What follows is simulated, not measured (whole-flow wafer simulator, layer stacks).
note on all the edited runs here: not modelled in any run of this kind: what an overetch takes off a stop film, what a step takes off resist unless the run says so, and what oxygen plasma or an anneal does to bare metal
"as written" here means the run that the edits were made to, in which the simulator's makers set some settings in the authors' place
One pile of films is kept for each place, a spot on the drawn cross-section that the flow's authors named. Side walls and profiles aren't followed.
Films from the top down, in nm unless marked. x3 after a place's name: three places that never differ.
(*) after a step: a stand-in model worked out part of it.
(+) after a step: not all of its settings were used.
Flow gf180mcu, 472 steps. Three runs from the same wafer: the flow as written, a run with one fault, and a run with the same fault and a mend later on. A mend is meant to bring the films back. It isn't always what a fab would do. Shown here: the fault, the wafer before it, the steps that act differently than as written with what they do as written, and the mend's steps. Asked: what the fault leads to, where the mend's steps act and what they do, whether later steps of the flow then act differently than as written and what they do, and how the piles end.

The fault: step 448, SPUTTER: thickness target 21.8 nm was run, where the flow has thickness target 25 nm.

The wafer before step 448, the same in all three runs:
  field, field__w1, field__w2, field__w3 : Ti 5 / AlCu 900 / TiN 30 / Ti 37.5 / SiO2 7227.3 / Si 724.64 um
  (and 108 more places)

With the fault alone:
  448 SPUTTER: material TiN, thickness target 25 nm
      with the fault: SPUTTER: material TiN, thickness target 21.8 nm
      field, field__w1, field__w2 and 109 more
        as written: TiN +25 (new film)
        with the fault: TiN +21.8 (new film)
  Later steps of the flow that act differently than as written (5 more steps differ only slightly, by at most 2% or 0.5 nm, whichever is larger, and aren't shown):
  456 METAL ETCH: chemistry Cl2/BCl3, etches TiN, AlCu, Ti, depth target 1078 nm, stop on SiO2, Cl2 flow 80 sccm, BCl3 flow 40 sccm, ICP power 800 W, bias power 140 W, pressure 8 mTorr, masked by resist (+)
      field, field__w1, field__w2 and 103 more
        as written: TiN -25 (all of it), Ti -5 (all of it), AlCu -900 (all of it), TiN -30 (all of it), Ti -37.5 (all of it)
        with the fault: TiN -21.8 (all of it), Ti -5 (all of it), AlCu -900 (all of it), TiN -30 (all of it), Ti -37.5 (all of it)
  At the end the piles differ from the flow's by more than 2% or 0.5 nm, whichever is larger, at field__w8, contact, m1, m1__w1, pad, m1_nw.
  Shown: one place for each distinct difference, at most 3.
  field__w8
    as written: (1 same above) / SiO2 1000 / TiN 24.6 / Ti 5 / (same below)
    with the fault: (1 same above) / SiO2 1000 / TiN 21.4 / Ti 5 / (same below)
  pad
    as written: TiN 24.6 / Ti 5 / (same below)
    with the fault: TiN 21.4 / Ti 5 / (same below)

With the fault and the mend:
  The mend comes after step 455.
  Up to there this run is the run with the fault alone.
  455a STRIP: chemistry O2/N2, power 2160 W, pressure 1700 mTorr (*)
      field__w8, contact, m1, m1__w1, pad, m1_nw
        resist -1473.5 (all of it)
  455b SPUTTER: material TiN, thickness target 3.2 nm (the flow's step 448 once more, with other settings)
      field, field__w1, field__w2 and 109 more
        TiN +3.2
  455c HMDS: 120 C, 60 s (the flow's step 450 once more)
      changes no film at any place that is followed
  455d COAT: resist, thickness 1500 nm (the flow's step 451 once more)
      field, field__w1, field__w2 and 109 more
        resist +1500 (new film)
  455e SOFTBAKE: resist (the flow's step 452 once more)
      changes no film at any place that is followed
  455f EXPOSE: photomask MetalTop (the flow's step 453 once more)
      changes no film at any place that is followed
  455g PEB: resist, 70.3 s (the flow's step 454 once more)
      field, field__w1, field__w2 and 109 more
        resist -26.5
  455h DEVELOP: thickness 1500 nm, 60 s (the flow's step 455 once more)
      field, field__w1, field__w2 and 103 more
        resist -1473.5 (all of it)
  No later step of the flow acts differently than as written at any place that is followed.
  At the end the piles are the same as the flow's at every place that both follow.
